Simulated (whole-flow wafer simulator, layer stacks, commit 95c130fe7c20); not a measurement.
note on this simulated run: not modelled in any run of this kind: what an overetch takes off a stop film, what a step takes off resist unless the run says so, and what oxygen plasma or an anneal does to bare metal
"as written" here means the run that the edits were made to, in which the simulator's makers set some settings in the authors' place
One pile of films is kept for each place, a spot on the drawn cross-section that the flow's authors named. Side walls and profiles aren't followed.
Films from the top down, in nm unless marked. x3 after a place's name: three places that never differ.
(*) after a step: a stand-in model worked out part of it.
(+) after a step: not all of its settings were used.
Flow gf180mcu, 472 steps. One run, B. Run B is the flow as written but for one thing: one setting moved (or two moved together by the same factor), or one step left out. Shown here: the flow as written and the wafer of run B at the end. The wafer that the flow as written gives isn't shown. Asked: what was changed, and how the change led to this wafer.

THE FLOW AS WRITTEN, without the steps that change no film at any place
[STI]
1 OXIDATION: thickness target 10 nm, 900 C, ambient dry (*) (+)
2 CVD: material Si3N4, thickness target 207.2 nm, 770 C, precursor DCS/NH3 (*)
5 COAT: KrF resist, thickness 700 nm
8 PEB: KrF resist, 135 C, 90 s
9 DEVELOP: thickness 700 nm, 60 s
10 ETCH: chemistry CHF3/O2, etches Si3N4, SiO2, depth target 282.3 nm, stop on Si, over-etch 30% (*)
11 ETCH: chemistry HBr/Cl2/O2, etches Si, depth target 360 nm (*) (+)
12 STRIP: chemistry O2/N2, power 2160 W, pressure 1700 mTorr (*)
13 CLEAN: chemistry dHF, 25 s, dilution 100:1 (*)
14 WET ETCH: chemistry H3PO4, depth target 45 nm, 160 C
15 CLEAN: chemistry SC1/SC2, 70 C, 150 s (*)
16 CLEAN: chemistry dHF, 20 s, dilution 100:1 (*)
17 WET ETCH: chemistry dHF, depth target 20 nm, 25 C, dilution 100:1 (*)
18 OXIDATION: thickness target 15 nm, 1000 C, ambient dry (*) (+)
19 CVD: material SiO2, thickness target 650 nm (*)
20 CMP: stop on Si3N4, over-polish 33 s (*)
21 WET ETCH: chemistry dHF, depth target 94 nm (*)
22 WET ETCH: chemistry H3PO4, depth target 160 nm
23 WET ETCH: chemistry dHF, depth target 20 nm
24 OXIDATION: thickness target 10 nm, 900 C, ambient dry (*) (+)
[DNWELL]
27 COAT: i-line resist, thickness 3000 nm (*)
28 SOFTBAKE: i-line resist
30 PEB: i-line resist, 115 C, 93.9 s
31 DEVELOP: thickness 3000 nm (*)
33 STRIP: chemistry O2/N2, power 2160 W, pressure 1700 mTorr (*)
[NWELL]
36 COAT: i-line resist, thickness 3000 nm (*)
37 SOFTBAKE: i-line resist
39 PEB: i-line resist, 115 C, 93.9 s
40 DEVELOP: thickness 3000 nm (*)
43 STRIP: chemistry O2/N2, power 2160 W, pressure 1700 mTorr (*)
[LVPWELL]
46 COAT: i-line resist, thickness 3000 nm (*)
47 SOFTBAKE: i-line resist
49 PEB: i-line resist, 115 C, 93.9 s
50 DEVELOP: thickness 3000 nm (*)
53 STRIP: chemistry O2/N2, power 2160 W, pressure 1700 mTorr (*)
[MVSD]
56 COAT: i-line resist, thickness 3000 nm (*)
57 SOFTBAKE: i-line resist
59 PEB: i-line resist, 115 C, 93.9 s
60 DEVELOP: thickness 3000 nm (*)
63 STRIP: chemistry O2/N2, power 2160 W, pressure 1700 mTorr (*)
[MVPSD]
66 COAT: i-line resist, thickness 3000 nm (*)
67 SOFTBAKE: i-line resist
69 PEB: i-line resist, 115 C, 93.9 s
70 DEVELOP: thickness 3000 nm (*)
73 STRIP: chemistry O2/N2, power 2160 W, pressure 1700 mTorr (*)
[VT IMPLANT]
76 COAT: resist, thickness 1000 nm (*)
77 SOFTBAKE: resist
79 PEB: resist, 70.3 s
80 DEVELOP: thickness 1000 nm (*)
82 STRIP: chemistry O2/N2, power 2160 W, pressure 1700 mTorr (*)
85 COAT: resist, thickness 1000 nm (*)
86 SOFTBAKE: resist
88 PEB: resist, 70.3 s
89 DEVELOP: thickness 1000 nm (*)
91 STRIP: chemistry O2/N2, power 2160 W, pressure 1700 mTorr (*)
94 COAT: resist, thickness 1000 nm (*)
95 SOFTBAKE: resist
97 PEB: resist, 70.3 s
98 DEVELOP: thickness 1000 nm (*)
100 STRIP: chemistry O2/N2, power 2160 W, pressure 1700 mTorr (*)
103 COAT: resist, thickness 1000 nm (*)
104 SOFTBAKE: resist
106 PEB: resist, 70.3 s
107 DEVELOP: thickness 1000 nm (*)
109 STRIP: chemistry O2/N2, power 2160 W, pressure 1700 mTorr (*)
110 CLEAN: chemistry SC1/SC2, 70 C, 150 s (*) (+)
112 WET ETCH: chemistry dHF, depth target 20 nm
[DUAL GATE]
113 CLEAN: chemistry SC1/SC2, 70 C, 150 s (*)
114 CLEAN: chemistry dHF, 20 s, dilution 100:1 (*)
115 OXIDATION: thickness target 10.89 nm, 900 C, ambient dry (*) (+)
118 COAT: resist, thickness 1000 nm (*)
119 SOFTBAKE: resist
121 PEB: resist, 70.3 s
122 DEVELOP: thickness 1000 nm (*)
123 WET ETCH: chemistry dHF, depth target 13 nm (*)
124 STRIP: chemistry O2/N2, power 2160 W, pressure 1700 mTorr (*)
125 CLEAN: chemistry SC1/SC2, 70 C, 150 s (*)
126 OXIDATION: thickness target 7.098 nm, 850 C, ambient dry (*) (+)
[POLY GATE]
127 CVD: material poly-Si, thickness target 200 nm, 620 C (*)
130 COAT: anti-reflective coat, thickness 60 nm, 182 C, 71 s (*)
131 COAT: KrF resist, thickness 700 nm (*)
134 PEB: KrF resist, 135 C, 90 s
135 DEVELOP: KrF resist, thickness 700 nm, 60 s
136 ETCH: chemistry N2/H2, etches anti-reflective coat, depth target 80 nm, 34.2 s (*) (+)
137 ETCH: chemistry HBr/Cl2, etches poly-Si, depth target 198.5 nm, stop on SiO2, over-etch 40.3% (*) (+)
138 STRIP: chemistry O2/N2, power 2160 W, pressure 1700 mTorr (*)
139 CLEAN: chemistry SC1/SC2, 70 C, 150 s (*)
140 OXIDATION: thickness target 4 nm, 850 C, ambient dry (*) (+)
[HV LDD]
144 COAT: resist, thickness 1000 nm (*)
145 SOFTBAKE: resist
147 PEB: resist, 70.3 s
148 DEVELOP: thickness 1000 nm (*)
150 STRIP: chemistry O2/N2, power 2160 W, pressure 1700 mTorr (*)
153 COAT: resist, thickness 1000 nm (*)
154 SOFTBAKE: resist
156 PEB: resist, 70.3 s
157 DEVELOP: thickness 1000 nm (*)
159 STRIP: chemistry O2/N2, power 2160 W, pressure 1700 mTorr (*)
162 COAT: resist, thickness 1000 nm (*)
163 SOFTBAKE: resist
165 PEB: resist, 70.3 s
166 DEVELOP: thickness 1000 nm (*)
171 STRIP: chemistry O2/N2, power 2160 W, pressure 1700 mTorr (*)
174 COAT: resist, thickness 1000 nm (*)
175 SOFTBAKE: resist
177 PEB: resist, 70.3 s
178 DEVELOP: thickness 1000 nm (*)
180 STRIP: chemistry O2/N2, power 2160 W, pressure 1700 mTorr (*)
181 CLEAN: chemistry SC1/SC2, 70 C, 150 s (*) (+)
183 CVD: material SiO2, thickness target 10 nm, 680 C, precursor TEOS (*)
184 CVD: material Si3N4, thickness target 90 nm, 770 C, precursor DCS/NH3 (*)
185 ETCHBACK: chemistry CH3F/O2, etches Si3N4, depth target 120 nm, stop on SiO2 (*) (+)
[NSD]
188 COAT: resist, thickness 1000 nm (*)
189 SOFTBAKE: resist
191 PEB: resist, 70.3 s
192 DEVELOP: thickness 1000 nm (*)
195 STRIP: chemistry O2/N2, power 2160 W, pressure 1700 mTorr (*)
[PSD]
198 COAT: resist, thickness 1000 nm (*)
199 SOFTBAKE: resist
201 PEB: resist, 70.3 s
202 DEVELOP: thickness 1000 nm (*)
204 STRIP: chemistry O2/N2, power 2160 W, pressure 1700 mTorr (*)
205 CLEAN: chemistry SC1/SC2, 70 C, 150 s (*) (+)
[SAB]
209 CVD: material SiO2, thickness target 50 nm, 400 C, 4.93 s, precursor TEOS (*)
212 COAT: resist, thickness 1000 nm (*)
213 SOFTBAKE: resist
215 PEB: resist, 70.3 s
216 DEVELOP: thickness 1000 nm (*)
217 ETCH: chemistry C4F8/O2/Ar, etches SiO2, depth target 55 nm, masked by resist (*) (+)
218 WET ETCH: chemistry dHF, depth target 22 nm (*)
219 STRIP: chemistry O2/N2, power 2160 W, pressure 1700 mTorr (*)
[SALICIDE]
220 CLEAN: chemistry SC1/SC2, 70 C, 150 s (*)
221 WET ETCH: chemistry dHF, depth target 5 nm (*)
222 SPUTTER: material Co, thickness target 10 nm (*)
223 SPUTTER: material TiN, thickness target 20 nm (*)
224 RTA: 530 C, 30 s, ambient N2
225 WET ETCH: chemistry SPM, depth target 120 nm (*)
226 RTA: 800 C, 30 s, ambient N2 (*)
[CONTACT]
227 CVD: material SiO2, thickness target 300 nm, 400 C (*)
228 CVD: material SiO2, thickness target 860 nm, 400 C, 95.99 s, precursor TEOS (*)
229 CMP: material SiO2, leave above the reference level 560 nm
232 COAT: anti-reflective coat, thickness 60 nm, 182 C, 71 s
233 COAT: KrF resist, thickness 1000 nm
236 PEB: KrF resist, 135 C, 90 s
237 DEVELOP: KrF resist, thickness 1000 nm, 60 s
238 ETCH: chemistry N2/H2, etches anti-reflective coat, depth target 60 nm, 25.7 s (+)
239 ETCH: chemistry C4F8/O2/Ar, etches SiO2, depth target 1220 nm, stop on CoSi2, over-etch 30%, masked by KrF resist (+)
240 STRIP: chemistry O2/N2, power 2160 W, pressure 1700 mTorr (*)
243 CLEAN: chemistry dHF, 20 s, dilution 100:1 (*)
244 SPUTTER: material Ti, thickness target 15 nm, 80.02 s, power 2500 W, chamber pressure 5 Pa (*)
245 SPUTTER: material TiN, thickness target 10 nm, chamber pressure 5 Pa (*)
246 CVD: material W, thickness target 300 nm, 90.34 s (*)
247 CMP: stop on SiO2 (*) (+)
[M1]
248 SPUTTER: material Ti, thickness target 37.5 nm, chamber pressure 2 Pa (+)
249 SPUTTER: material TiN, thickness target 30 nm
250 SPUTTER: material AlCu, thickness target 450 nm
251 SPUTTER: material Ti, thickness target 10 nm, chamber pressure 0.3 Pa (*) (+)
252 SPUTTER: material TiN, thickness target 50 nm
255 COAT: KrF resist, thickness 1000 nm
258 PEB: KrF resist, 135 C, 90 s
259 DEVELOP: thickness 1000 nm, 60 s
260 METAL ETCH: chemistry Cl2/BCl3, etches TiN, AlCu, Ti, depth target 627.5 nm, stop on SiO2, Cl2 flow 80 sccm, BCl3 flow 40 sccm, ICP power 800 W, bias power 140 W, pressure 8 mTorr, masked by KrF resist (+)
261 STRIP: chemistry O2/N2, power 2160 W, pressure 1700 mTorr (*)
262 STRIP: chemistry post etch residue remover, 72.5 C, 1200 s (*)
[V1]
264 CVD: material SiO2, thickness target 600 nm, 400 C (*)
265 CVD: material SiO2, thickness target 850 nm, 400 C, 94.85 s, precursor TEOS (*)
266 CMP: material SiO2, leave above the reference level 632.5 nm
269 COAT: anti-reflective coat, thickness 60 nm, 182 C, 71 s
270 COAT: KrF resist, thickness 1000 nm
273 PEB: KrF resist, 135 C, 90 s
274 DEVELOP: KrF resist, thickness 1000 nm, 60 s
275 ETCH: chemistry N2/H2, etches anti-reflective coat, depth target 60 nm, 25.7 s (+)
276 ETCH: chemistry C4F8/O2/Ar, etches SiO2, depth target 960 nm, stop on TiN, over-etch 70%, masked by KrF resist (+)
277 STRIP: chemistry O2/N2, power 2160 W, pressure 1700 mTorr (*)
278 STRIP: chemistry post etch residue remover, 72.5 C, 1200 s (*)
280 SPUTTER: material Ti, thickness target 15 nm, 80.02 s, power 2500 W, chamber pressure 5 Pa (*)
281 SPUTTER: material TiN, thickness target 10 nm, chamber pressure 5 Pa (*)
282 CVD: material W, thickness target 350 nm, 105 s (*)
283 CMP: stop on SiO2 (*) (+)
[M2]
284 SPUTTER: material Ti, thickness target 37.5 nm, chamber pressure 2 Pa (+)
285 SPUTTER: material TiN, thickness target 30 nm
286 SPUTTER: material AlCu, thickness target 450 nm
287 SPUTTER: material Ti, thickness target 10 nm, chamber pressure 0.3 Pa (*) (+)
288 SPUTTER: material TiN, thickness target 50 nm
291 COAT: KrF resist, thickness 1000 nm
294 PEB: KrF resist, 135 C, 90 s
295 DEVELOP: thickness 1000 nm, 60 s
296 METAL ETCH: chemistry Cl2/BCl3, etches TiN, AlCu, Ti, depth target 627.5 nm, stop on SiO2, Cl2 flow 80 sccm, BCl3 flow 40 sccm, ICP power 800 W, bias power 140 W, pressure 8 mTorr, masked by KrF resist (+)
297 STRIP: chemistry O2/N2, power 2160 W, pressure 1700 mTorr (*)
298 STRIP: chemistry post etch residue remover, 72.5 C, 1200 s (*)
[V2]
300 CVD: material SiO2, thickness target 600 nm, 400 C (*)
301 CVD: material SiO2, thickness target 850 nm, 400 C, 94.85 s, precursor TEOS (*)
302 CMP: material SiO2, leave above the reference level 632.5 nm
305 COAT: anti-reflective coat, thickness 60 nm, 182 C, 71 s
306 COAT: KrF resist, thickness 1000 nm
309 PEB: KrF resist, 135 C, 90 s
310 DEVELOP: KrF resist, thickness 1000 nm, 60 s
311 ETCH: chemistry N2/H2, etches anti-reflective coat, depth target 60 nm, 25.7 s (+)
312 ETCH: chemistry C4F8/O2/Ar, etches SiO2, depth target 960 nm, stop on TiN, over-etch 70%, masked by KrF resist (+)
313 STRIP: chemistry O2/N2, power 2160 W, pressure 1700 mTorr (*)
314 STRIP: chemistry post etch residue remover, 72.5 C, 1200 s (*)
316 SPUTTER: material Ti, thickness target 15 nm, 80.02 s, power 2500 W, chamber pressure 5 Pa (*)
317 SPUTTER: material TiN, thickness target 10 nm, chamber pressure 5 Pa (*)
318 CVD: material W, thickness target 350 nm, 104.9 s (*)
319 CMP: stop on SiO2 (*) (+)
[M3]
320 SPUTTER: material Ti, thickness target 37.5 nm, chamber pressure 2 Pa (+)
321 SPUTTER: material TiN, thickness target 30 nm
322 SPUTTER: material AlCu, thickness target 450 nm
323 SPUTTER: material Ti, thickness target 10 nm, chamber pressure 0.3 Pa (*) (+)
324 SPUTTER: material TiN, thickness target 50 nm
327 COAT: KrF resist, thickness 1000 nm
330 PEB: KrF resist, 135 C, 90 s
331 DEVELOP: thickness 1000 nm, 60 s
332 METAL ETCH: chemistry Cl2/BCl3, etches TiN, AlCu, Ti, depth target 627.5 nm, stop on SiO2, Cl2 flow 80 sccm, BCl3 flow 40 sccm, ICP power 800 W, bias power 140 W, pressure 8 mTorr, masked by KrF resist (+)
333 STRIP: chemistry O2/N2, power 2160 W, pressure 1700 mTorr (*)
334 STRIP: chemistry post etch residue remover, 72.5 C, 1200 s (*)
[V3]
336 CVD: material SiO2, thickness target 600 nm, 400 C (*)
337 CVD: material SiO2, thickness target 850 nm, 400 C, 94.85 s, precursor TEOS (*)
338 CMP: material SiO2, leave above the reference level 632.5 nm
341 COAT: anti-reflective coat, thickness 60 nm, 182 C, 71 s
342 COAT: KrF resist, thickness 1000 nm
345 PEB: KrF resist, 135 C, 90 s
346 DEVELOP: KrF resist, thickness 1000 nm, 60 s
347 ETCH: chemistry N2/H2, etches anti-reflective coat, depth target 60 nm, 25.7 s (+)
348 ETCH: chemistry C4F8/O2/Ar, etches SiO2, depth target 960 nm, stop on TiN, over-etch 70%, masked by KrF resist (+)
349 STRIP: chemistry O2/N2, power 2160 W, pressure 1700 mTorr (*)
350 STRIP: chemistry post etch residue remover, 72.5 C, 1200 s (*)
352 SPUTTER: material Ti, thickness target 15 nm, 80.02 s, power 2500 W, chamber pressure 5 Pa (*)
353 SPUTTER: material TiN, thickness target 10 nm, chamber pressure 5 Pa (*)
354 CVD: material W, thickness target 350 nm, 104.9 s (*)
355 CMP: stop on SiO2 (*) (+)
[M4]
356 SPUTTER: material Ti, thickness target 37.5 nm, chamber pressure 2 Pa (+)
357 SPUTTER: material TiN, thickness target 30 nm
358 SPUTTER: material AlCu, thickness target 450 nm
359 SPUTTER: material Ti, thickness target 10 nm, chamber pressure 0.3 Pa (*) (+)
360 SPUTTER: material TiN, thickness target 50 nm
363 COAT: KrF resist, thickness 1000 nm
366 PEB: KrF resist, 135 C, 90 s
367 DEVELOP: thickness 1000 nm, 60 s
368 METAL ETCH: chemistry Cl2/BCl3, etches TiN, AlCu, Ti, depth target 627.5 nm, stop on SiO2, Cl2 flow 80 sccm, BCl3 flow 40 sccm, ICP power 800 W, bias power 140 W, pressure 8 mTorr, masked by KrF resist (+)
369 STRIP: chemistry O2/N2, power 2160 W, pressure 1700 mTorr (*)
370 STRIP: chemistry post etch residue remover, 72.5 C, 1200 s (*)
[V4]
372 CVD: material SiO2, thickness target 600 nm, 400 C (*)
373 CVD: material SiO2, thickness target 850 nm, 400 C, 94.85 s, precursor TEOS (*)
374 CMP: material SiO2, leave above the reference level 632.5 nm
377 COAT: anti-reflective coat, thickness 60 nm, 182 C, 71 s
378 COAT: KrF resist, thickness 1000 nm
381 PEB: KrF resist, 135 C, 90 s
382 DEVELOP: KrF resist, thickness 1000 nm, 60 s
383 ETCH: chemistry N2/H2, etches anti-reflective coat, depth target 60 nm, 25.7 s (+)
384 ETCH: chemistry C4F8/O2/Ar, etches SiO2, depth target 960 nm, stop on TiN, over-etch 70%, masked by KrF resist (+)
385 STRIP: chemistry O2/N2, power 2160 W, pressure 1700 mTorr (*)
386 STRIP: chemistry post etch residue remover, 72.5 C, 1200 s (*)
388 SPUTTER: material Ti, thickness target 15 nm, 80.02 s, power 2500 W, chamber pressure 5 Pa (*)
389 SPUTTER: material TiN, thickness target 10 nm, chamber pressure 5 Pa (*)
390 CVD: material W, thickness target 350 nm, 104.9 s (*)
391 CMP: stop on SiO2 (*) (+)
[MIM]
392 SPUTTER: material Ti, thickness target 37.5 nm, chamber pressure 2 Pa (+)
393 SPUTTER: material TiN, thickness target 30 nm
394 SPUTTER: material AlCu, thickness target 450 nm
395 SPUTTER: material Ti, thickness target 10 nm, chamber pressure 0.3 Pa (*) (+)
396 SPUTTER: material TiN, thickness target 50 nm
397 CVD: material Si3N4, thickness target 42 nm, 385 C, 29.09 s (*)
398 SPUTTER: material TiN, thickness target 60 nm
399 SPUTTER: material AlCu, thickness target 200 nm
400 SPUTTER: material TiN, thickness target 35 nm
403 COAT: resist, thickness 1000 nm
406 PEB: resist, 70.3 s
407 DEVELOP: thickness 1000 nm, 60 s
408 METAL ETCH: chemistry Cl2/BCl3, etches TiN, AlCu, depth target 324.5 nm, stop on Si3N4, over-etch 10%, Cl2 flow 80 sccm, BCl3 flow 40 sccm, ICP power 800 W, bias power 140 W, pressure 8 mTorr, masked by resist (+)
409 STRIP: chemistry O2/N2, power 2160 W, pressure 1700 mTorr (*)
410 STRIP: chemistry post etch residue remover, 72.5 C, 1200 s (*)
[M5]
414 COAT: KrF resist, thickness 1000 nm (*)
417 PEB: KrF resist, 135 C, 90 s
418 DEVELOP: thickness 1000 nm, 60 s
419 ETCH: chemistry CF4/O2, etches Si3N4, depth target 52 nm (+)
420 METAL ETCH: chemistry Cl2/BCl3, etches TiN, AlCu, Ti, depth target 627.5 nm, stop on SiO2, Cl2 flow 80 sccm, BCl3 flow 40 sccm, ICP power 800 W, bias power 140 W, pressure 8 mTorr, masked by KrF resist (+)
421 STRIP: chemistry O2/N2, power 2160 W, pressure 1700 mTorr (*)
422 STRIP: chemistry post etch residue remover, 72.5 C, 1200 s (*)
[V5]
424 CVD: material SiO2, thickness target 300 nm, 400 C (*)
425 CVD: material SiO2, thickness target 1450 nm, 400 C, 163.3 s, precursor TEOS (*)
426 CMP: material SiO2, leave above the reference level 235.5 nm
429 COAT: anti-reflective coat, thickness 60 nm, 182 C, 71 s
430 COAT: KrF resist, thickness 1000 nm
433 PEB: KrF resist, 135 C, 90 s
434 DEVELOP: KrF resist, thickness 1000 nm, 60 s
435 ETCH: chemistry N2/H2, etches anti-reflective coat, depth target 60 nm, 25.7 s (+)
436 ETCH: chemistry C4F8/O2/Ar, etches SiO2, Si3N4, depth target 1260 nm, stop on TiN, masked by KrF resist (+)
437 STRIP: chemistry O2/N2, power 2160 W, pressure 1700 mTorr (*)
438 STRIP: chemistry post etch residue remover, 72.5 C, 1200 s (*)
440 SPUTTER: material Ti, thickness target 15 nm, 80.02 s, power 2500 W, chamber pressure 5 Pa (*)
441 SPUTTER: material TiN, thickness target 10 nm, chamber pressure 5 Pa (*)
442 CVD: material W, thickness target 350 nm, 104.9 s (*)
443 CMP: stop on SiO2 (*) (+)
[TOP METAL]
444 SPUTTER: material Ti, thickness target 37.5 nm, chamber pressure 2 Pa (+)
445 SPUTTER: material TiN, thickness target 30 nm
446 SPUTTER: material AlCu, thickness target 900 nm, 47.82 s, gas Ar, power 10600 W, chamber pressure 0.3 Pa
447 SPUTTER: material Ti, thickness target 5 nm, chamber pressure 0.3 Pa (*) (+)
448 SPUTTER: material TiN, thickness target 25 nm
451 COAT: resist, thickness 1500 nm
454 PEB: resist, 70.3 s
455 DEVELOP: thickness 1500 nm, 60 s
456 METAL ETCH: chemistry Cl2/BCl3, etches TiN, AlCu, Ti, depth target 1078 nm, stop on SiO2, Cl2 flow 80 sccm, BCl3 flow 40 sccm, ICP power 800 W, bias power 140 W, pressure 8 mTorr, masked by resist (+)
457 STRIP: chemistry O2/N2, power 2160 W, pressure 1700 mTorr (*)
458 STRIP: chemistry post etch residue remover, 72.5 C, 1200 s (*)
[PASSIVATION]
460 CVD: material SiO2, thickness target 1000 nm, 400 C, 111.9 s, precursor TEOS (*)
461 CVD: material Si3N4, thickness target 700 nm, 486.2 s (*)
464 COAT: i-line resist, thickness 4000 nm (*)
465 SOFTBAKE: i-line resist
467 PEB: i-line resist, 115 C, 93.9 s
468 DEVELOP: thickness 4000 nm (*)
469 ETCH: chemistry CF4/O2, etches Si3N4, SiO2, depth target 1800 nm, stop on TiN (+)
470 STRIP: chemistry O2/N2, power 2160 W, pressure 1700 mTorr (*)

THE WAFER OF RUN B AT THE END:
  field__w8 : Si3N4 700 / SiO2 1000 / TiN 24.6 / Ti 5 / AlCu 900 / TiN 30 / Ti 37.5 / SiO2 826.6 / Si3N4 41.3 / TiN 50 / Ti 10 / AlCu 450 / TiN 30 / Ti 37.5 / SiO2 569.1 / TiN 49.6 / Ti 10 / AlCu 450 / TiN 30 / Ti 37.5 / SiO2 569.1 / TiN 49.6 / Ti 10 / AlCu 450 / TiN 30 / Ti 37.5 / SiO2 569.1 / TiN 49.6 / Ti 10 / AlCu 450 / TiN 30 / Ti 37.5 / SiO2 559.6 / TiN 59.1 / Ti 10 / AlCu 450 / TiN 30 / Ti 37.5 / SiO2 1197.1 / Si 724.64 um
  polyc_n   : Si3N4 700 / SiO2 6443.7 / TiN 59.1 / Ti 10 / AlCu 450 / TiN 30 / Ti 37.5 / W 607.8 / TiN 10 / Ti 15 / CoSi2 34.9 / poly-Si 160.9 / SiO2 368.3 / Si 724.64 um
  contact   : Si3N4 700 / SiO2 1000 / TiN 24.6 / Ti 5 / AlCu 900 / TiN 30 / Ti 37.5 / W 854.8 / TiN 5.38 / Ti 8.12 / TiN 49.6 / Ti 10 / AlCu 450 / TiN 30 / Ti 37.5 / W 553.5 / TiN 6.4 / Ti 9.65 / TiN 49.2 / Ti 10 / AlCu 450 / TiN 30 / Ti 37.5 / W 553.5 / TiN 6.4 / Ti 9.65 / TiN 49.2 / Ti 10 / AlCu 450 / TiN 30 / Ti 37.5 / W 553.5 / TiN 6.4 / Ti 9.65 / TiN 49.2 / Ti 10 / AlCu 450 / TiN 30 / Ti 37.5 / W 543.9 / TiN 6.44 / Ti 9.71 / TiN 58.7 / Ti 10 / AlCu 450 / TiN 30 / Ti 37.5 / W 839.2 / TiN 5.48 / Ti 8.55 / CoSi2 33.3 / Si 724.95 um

The cause: step 252, SPUTTER: thickness target 59.5 nm was run, where the flow has thickness target 50 nm.

How the change led to this, step by step:
  252 SPUTTER: material TiN, thickness target 50 nm
      field, field__w1, field__w2 and 108 more: TiN +59.5 (new film) (as written it would be: TiN +50 (new film))
  260 METAL ETCH: chemistry Cl2/BCl3, etches TiN, AlCu, Ti, depth target 627.5 nm, stop on SiO2, Cl2 flow 80 sccm, BCl3 flow 40 sccm, ICP power 800 W, bias power 140 W, pressure 8 mTorr, masked by KrF resist (+)
      field, field__w1, field__w2 and 99 more: TiN -59.5 (all of it), Ti -10 (all of it), AlCu -450 (all of it), TiN -30 (all of it), Ti -37.5 (all of it) (as written it would be: TiN -50 (all of it), Ti -10 (all of it), AlCu -450 (all of it), TiN -30 (all of it), Ti -37.5 (all of it))
